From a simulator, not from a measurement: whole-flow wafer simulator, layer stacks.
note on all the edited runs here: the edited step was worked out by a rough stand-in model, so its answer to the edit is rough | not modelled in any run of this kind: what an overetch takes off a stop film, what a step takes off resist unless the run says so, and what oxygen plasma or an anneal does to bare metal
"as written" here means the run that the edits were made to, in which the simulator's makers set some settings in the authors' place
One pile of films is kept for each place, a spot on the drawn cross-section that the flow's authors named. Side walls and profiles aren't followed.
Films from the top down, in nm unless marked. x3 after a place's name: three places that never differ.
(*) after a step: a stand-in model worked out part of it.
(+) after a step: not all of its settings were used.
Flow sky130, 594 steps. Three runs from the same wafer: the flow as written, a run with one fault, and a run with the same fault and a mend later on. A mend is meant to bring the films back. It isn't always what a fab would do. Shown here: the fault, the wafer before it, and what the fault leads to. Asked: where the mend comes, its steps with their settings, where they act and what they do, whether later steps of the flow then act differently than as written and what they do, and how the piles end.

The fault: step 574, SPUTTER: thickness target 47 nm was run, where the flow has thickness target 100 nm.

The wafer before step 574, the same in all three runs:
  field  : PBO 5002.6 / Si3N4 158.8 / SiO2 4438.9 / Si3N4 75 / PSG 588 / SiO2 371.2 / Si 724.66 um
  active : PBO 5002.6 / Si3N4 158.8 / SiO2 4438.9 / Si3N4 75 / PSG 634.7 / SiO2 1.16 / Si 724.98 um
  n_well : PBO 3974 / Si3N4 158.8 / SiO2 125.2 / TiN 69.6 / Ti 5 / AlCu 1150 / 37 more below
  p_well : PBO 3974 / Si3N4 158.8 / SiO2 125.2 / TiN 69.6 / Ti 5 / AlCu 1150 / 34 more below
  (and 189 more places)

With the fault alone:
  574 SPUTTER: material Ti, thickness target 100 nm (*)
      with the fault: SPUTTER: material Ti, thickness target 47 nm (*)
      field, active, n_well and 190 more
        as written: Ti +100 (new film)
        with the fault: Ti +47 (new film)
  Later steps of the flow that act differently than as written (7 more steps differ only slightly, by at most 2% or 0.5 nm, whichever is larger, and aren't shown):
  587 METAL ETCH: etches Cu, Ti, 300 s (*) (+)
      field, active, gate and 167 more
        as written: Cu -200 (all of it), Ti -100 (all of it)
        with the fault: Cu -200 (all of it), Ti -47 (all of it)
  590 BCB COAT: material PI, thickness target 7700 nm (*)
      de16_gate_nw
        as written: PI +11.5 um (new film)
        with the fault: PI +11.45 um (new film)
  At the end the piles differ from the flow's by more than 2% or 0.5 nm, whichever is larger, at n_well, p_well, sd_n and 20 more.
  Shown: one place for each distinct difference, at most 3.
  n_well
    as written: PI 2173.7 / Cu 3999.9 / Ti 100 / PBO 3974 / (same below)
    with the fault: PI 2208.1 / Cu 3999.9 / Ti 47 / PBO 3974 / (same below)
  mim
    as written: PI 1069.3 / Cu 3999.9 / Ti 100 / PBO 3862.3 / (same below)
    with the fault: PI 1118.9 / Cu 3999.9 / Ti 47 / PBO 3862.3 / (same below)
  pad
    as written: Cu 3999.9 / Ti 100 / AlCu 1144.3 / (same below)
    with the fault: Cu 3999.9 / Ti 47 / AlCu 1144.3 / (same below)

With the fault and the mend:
  The mend comes after step 574.
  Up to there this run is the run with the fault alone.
  574a SPUTTER: material Ti, thickness target 53 nm (*) (the flow's step 574 once more, with other settings)
      field, active, n_well and 190 more
        Ti +53
  No later step of the flow acts differently than as written at any place that is followed.
  At the end the piles are the same as the flow's at every place that both follow.
